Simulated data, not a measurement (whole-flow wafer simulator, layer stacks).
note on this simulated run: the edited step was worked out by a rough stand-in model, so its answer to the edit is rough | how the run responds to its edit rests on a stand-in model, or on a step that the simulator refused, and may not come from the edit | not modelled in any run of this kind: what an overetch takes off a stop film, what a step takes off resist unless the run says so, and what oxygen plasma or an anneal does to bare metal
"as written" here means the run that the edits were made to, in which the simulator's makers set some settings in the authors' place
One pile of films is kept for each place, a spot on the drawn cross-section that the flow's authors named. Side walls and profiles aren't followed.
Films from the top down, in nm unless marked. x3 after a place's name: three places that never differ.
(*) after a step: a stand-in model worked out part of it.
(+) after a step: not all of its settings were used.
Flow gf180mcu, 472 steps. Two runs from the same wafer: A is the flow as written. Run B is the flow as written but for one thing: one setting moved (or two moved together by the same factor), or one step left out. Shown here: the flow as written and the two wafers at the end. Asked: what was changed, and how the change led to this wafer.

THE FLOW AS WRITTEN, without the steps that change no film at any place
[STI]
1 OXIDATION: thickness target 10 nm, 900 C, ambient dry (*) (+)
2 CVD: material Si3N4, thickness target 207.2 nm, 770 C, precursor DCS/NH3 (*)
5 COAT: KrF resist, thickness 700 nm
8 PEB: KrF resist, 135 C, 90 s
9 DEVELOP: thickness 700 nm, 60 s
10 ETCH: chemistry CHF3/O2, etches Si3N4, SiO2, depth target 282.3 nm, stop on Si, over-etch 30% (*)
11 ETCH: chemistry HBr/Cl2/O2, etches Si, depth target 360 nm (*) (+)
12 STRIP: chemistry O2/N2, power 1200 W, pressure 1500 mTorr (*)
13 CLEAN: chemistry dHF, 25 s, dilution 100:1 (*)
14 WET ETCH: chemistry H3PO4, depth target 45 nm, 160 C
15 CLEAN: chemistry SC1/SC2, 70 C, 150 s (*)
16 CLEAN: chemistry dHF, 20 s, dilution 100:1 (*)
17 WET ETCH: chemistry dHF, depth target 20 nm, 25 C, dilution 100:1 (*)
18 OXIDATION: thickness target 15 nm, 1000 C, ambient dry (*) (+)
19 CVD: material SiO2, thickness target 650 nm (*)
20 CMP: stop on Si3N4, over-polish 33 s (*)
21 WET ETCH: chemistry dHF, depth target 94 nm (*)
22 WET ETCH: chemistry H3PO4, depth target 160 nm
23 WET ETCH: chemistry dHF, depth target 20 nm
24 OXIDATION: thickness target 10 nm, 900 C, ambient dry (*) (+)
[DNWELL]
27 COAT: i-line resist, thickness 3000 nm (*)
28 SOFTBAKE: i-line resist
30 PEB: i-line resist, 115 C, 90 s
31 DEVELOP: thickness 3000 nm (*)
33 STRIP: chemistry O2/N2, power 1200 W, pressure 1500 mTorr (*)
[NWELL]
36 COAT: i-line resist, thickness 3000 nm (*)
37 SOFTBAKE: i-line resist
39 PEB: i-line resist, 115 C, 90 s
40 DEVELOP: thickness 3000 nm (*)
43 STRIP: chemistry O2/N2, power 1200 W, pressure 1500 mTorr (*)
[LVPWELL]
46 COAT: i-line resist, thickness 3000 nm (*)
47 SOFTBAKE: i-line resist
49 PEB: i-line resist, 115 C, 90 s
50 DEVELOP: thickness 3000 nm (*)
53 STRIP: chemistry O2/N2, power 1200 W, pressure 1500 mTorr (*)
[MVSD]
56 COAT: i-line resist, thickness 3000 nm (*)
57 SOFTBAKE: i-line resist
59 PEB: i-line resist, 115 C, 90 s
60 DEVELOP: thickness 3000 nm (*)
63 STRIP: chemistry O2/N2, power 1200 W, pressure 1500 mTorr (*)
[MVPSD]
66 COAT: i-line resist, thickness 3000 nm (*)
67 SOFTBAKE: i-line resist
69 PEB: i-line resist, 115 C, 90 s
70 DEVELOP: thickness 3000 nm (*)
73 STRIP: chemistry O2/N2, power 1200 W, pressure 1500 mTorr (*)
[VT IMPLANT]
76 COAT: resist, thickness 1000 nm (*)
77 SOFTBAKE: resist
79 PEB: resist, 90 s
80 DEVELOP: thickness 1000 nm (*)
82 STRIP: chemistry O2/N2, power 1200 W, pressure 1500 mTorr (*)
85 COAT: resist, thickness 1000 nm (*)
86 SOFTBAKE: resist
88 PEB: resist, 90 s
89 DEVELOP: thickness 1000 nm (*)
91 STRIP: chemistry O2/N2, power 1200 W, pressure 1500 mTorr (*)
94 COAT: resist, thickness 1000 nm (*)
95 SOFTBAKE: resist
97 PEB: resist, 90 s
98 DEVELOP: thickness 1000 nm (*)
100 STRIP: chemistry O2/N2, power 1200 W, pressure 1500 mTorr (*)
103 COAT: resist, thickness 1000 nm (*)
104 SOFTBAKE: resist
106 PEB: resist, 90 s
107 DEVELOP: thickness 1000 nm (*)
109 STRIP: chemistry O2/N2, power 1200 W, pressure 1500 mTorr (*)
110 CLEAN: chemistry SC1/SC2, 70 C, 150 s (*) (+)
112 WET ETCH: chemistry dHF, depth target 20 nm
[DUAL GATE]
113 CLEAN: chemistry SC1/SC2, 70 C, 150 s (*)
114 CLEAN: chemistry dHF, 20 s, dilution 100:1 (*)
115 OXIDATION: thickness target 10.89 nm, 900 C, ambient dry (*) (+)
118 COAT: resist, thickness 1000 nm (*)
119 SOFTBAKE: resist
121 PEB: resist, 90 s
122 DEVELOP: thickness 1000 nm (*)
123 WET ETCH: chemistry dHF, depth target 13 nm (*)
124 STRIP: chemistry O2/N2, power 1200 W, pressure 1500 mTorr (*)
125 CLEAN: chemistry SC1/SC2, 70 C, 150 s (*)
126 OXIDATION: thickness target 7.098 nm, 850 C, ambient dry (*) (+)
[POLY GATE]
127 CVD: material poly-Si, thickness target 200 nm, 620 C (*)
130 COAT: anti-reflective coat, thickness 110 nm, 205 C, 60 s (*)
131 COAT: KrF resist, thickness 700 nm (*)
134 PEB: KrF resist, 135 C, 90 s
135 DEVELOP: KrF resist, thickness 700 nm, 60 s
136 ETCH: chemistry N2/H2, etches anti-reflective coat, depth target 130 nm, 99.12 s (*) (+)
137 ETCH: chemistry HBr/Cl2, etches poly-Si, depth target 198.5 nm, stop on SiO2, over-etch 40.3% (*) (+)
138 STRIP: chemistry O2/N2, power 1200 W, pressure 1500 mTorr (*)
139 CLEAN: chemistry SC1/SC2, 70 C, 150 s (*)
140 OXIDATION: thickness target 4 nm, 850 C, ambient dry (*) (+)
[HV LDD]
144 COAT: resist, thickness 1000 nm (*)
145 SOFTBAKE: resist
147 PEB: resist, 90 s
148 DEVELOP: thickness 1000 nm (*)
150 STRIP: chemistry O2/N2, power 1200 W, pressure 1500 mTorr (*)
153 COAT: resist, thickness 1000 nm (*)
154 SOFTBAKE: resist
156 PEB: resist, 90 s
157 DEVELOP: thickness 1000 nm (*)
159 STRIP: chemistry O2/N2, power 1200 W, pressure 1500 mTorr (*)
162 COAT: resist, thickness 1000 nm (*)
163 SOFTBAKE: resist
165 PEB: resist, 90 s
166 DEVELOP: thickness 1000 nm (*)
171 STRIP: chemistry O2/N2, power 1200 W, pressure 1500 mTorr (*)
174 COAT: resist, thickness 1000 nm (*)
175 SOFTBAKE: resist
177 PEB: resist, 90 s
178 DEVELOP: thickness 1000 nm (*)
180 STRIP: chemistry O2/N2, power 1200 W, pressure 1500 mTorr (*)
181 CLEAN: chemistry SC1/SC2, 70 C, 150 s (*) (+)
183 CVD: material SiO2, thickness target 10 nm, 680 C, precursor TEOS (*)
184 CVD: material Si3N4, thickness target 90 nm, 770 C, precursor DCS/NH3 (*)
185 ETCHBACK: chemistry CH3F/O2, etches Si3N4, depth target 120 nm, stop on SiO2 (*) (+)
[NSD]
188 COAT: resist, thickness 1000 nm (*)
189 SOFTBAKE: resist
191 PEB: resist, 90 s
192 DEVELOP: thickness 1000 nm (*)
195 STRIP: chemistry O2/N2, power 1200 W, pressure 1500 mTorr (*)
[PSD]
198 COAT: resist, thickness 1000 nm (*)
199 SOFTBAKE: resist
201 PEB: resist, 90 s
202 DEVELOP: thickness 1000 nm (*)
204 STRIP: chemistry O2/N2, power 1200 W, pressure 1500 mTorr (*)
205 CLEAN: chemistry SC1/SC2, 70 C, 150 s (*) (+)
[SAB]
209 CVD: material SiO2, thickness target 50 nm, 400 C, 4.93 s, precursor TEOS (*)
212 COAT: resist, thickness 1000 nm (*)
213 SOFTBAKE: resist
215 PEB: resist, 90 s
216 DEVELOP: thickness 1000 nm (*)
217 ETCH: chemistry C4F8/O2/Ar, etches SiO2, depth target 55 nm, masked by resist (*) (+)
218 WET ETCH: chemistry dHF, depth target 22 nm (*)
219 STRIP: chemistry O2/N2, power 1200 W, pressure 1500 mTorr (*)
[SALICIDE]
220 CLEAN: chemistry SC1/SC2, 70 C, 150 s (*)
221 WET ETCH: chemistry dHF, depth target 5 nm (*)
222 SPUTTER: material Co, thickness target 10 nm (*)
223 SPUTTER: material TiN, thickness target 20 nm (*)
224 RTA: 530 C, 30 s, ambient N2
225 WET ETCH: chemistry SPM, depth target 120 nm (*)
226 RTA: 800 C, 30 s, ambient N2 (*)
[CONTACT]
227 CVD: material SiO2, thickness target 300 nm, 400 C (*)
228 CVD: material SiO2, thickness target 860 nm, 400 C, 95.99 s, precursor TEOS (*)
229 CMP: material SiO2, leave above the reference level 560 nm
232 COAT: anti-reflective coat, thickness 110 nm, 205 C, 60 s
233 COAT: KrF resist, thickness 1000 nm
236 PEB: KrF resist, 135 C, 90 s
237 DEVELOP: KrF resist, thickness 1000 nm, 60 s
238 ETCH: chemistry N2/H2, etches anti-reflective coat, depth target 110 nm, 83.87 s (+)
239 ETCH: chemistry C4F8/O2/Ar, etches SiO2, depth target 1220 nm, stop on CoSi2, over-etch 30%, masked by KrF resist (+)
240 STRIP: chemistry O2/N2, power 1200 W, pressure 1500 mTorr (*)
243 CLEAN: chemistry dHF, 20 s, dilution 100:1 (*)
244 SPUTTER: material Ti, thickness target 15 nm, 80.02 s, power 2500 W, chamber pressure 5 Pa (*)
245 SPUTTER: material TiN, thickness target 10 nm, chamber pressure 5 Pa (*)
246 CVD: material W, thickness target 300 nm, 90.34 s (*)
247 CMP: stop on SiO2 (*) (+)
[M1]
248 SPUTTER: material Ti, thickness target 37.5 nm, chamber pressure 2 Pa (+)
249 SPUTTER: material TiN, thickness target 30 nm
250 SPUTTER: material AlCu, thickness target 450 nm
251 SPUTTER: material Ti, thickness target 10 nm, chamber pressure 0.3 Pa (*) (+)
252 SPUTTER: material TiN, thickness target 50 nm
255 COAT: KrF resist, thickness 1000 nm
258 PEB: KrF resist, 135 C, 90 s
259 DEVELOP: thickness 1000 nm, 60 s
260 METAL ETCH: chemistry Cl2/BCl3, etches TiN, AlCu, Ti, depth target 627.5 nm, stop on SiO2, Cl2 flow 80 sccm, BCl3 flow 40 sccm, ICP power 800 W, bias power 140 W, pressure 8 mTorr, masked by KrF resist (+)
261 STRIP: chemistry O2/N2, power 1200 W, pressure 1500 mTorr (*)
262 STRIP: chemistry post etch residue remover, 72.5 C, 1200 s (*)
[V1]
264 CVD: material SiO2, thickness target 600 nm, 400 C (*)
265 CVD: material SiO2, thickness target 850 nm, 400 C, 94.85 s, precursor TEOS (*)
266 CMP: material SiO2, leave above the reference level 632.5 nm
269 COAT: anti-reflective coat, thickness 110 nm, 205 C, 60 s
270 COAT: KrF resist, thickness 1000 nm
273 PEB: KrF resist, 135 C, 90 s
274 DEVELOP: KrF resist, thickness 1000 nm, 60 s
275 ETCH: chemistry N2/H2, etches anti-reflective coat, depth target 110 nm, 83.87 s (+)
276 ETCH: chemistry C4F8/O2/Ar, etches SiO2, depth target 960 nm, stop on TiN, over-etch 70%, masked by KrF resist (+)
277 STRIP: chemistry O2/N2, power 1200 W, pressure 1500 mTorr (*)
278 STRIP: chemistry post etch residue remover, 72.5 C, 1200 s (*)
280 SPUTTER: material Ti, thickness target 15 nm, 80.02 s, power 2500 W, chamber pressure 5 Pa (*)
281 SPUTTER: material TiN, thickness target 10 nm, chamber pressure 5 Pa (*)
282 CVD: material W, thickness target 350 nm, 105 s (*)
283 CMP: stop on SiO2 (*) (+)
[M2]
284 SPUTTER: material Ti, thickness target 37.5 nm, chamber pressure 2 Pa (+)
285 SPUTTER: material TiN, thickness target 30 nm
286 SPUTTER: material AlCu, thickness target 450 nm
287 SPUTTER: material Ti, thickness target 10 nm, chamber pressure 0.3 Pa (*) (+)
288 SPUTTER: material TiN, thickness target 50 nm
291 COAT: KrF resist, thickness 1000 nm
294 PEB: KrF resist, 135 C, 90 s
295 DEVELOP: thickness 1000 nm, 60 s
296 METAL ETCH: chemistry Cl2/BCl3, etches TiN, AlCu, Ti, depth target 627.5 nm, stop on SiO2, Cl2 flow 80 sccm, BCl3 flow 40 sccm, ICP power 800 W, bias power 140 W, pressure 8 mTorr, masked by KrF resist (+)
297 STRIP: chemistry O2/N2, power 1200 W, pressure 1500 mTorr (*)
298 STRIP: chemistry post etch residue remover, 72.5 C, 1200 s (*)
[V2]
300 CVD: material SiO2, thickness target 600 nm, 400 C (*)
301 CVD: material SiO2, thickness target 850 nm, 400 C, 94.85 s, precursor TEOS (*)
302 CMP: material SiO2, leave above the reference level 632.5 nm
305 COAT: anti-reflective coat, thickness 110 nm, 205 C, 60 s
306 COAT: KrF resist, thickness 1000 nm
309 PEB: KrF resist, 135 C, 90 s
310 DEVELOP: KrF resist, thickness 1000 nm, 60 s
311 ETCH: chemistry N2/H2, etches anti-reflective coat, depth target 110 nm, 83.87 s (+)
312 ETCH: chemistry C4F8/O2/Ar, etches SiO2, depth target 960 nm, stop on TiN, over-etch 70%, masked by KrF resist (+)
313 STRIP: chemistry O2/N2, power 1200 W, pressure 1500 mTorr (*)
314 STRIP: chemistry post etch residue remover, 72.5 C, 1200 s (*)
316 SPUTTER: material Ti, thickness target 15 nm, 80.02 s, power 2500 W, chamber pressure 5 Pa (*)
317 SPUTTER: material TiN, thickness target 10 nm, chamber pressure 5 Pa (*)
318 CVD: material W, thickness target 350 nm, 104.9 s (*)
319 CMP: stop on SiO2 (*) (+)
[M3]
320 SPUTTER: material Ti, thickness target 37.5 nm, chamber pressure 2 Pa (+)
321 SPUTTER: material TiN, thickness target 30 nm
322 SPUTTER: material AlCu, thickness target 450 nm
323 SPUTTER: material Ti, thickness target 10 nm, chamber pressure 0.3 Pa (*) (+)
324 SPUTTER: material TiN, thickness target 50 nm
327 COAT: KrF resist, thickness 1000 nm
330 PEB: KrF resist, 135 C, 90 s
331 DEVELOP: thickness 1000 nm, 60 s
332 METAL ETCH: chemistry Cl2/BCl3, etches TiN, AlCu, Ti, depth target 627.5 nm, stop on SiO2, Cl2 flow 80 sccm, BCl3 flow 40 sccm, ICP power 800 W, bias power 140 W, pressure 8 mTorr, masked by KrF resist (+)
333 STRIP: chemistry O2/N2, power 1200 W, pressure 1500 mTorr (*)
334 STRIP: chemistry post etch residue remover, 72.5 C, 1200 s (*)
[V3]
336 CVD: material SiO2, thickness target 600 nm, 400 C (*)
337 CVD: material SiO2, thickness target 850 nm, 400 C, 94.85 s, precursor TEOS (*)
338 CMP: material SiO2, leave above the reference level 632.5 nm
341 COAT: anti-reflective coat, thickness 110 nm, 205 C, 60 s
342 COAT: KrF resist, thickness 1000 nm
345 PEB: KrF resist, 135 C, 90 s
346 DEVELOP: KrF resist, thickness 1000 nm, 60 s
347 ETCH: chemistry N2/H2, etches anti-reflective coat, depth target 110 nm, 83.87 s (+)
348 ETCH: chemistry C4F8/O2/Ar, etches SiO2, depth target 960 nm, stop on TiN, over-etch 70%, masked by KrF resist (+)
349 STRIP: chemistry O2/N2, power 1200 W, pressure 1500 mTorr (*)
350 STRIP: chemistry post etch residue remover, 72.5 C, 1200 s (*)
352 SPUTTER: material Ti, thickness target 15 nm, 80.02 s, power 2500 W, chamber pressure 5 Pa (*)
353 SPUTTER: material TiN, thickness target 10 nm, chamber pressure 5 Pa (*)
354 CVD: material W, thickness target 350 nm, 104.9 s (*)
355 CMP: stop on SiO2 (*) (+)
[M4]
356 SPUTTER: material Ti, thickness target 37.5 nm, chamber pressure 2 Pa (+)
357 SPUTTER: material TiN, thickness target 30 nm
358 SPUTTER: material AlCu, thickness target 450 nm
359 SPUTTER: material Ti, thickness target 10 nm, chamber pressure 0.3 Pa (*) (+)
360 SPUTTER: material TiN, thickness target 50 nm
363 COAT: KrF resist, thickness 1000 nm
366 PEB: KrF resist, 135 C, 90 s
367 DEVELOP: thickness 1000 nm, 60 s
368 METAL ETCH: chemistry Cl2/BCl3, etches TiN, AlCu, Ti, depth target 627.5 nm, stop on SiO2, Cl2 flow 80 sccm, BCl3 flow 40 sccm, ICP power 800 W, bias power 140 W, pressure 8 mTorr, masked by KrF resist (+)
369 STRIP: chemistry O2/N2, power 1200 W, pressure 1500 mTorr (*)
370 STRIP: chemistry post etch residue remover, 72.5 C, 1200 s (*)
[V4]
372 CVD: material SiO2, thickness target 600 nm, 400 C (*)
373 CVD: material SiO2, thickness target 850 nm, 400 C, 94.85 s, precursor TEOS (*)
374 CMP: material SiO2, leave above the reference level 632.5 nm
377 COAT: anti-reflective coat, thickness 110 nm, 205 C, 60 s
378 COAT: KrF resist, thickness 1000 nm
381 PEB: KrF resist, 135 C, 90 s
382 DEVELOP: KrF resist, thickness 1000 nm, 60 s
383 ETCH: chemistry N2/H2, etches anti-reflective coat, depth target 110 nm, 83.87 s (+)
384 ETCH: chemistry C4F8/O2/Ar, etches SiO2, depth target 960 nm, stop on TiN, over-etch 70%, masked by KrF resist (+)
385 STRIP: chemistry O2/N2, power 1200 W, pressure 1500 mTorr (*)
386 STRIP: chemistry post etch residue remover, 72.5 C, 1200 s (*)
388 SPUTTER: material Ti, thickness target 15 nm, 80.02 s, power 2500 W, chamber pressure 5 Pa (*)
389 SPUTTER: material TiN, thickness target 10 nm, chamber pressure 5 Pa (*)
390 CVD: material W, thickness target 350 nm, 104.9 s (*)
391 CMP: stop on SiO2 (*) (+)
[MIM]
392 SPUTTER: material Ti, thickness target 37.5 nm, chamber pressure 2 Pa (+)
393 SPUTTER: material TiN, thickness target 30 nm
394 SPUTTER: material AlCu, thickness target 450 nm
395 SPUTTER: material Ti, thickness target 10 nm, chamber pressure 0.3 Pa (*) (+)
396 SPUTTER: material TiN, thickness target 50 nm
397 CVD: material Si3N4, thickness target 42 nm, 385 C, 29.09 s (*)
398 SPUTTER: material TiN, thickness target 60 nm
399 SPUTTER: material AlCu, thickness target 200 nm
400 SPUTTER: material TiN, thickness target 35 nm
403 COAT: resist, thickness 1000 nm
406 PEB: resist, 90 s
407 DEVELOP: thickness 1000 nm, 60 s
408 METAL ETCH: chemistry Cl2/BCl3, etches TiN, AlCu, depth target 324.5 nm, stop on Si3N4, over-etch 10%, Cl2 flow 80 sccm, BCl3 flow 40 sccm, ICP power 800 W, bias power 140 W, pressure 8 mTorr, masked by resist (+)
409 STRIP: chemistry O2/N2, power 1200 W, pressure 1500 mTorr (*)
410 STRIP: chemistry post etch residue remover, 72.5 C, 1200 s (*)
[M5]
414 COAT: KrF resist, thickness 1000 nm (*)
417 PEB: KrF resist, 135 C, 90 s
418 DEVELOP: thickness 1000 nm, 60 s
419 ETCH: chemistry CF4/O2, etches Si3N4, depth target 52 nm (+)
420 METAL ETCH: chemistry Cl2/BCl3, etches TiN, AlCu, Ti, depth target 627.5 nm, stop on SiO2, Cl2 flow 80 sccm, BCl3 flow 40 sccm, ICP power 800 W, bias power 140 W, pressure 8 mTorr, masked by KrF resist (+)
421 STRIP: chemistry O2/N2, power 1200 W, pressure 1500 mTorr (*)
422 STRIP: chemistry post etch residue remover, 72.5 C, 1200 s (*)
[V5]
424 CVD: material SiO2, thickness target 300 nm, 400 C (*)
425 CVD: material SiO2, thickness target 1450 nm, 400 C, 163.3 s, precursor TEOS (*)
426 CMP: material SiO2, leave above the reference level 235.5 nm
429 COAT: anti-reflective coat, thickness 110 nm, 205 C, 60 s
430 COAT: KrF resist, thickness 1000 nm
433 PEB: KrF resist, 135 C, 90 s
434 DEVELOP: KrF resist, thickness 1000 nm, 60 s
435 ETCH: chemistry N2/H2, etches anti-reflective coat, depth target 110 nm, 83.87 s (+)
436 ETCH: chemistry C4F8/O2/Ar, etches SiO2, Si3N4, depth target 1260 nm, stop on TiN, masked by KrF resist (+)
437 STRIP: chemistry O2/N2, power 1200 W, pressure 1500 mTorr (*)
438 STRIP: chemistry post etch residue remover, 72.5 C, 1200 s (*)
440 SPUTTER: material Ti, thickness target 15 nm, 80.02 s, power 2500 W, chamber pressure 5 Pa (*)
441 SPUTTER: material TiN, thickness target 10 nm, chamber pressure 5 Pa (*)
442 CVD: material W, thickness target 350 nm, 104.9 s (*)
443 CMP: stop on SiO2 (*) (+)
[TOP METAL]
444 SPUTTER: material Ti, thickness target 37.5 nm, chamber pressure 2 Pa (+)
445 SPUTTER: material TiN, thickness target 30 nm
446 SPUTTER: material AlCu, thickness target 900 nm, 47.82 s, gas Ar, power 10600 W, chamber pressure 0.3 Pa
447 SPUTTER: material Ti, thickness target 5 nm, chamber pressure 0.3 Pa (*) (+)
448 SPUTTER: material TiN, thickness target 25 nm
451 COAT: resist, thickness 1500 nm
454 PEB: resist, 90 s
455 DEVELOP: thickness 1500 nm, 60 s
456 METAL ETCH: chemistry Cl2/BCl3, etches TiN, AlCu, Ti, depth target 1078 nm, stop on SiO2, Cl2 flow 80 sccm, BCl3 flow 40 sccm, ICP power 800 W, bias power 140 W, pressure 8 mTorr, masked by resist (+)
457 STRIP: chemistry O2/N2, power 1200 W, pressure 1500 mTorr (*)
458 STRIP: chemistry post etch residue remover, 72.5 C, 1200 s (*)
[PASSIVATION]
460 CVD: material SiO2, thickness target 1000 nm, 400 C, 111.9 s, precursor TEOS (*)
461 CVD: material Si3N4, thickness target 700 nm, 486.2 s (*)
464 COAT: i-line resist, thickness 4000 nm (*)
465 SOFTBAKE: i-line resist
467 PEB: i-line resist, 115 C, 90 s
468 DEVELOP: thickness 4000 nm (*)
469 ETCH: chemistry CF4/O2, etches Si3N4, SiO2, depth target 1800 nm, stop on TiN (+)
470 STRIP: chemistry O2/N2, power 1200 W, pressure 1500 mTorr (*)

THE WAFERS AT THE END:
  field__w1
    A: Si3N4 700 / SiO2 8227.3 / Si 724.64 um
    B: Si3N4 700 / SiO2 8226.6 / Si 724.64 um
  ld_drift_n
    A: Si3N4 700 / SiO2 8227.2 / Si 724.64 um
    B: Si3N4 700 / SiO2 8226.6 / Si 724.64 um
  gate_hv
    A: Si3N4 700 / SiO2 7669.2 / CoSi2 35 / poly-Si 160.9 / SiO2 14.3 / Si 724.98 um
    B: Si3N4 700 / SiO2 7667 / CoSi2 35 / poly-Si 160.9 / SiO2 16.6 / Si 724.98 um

The cause: step 115, OXIDATION: thickness target 13.5 nm was run, where the flow has thickness target 10.89 nm.

How the change led to this, step by step:
  115 OXIDATION: thickness target 10.89 nm, 900 C, ambient dry (*) (+)
      active, n_well, p_well and 40 more: A SiO2 +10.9 (new film), Si -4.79 | B SiO2 +13.5 (new film), Si -5.94
      npoly_sal, sti_nw: A SiO2 +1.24, Si -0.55 | B SiO2 +1.75, Si -0.77
  123 WET ETCH: chemistry dHF, depth target 13 nm (*)
      active, n_well, p_well and 12 more: A SiO2 -10.9 (all of it) | B SiO2 -13
  124 STRIP: chemistry O2/N2, power 1200 W, pressure 1500 mTorr (*)
      active, n_well, p_well and 12 more: A chemical SiO2 +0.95 (new film), Si -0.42 | B nothing
  126 OXIDATION: thickness target 7.098 nm, 850 C, ambient dry (*) (+)
      active, n_well, p_well and 12 more: A SiO2 +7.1 (new film), chemical SiO2 -0.76 (all of it), Si -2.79 | B SiO2 +7.1 (new film), Si -3.12
  189 SOFTBAKE: resist
      field__w9: A resist +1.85 | B resist -1.05
  199 SOFTBAKE: resist
      field__w9: A resist +1.85 | B resist -1.05
  218 WET ETCH: chemistry dHF, depth target 22 nm (*)
      ldn_tap, ldn_src, ldn_drn, ldp_tap, ldp_src, ldp_drn, ldp_gr: A SiO2 -16 (all of it) | B SiO2 -18.3 (all of it)
      ld_drn_n, ld_sd_p: A SiO2 -14.8 (all of it) | B SiO2 -17.1 (all of it)
      (and at 5 more places)
